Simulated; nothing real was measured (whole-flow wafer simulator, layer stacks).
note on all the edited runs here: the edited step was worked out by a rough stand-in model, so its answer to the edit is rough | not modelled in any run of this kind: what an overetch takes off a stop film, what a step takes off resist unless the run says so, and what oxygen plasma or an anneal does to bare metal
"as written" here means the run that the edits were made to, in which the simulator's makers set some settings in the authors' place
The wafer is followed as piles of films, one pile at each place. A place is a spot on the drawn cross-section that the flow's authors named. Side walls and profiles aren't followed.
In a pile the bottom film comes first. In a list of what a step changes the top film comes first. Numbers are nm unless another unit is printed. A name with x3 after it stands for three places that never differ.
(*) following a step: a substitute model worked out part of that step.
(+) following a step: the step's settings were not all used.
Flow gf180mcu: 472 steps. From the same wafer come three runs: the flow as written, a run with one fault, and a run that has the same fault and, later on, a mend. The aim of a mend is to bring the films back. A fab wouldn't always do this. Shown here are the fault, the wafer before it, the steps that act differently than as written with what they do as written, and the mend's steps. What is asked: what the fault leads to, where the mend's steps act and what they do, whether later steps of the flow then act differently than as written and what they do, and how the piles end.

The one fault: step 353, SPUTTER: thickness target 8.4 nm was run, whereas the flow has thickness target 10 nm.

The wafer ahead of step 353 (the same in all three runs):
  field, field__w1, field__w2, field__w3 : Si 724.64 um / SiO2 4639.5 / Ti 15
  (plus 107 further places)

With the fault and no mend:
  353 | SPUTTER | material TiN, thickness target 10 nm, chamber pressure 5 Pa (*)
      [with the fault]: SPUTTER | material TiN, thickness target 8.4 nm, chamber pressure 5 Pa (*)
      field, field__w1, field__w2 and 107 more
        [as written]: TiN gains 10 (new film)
        [with the fault]: TiN gains 8.4 (new film)
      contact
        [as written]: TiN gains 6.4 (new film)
        [with the fault]: TiN gains 5.38 (new film)
  Steps further on in the flow that do not act as written (not shown: 1 more step that differs only slightly, by at most 2% or 0.5 nm, whichever is larger):
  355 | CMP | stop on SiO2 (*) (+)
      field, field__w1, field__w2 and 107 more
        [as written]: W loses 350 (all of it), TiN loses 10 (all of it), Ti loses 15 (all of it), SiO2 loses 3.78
        [with the fault]: W loses 350 (all of it), TiN loses 8.4 (all of it), Ti loses 15 (all of it), SiO2 loses 3.77
  At contact, the piles at the end differ from the flow's by more than 2% or 0.5 nm, whichever is larger.
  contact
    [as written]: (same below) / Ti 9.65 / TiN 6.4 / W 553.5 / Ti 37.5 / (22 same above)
    [with the fault]: (same below) / Ti 9.65 / TiN 5.38 / W 554.5 / Ti 37.5 / (22 same above)

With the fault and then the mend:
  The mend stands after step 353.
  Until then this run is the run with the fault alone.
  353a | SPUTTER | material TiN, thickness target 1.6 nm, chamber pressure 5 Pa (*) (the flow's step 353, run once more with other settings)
      field, field__w1, field__w2 and 107 more
        TiN gains 1.6
      contact
        TiN gains 1.02
  Every later step of the flow that is run acts as written at every place that is followed.
  By the end, the piles equal the flow's at every place that both follow.
